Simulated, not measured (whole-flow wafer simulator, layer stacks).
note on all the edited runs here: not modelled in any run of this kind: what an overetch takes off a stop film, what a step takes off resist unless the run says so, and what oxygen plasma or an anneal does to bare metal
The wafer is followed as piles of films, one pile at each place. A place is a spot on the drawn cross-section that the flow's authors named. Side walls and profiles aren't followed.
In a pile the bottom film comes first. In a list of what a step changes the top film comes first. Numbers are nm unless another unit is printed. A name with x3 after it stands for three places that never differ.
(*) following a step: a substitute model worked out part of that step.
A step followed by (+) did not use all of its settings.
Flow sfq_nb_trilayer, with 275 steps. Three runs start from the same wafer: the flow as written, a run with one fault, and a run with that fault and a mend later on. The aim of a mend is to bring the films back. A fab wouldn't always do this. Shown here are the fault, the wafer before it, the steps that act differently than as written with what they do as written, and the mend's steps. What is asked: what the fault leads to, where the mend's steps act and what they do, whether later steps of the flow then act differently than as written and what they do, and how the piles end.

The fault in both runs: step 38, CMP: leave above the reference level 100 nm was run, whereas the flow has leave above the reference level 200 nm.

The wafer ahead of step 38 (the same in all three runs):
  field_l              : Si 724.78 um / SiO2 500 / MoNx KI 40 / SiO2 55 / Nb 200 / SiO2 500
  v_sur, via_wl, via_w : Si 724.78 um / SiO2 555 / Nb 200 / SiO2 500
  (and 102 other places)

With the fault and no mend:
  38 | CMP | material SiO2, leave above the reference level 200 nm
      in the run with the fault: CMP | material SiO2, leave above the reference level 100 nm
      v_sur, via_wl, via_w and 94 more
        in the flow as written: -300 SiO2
        in the run with the fault: -400 SiO2
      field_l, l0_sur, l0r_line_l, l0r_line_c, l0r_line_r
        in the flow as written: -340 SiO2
        in the run with the fault: -440 SiO2
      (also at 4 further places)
  Steps later in the flow that act otherwise than as written (not shown: 3 more steps that differ only slightly, by at most 2% or 0.5 nm, whichever is larger):
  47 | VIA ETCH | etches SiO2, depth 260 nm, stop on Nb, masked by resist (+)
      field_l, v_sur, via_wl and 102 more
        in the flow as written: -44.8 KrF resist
        in the run with the fault: -25.8 KrF resist
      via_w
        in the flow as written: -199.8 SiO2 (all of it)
        in the run with the fault: -99.8 SiO2 (all of it)
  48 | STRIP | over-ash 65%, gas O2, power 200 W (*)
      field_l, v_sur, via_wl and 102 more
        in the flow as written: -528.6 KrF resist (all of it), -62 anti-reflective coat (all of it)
        in the run with the fault: -547.6 KrF resist (all of it), -62 anti-reflective coat (all of it)
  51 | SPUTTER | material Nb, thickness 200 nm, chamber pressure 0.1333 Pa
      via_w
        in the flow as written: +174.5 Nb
        in the run with the fault: +194.3 Nb
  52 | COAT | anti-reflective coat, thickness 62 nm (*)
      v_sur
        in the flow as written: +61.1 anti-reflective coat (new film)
        in the run with the fault: +57.5 anti-reflective coat (new film)
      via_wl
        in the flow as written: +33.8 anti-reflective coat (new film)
        in the run with the fault: +36 anti-reflective coat (new film)
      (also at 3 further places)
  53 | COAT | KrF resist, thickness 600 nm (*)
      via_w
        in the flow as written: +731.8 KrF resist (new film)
        in the run with the fault: +648.3 KrF resist (new film)
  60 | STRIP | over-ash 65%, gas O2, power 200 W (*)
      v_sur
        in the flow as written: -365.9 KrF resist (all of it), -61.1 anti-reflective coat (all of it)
        in the run with the fault: -377.4 KrF resist (all of it), -57.5 anti-reflective coat (all of it)
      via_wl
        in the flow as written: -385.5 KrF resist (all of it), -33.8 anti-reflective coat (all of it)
        in the run with the fault: -395.2 KrF resist (all of it), -36 anti-reflective coat (all of it)
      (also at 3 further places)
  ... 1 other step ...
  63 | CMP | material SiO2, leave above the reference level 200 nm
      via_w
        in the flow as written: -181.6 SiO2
        in the run with the fault: -195.4 SiO2
  The piles end different from the flow's at field_l, v_sur, via_wl and 103 more by more than 2% or 0.5 nm, whichever is larger.
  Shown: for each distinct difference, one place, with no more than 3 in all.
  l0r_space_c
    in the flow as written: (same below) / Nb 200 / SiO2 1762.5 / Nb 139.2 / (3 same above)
    in the run with the fault: (same below) / Nb 200 / SiO2 1662.5 / Nb 139.2 / (3 same above)
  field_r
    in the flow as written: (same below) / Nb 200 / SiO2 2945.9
    in the run with the fault: (same below) / Nb 200 / SiO2 2845.9
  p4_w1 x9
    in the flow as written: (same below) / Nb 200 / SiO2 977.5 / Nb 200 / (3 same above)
    in the run with the fault: (same below) / Nb 200 / SiO2 877.5 / Nb 200 / (3 same above)

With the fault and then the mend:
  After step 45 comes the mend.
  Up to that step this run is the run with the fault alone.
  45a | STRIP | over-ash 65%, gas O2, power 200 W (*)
      field_l, v_sur, via_wl and 102 more
        -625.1 KrF resist (all of it), -62 anti-reflective coat (all of it)
      via_w
        -62 anti-reflective coat (all of it)
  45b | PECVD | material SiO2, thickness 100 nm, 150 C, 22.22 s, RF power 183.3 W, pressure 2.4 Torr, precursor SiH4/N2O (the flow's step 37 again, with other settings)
      field_l, v_sur, via_wl and 103 more
        +100 SiO2
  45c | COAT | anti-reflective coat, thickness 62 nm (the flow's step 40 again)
      field_l, v_sur, via_wl and 103 more
        +62 anti-reflective coat (new film)
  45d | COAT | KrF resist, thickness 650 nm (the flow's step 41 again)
      field_l, v_sur, via_wl and 103 more
        +650 KrF resist (new film)
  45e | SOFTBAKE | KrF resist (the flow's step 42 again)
      alters no film at any place that is followed
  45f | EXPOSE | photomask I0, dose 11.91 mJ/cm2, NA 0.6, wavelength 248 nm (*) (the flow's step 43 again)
      alters no film at any place that is followed
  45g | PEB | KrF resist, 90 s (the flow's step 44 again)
      field_l, v_sur, via_wl and 103 more
        -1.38 KrF resist
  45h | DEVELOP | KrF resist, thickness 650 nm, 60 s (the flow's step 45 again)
      field_l, v_sur, via_wl and 102 more
        -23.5 KrF resist
      via_w
        -648.6 KrF resist (all of it)
  Later steps of the flow that are run all act as written at every place that is followed.
  At every place that both follow, the piles at the end match the flow's.
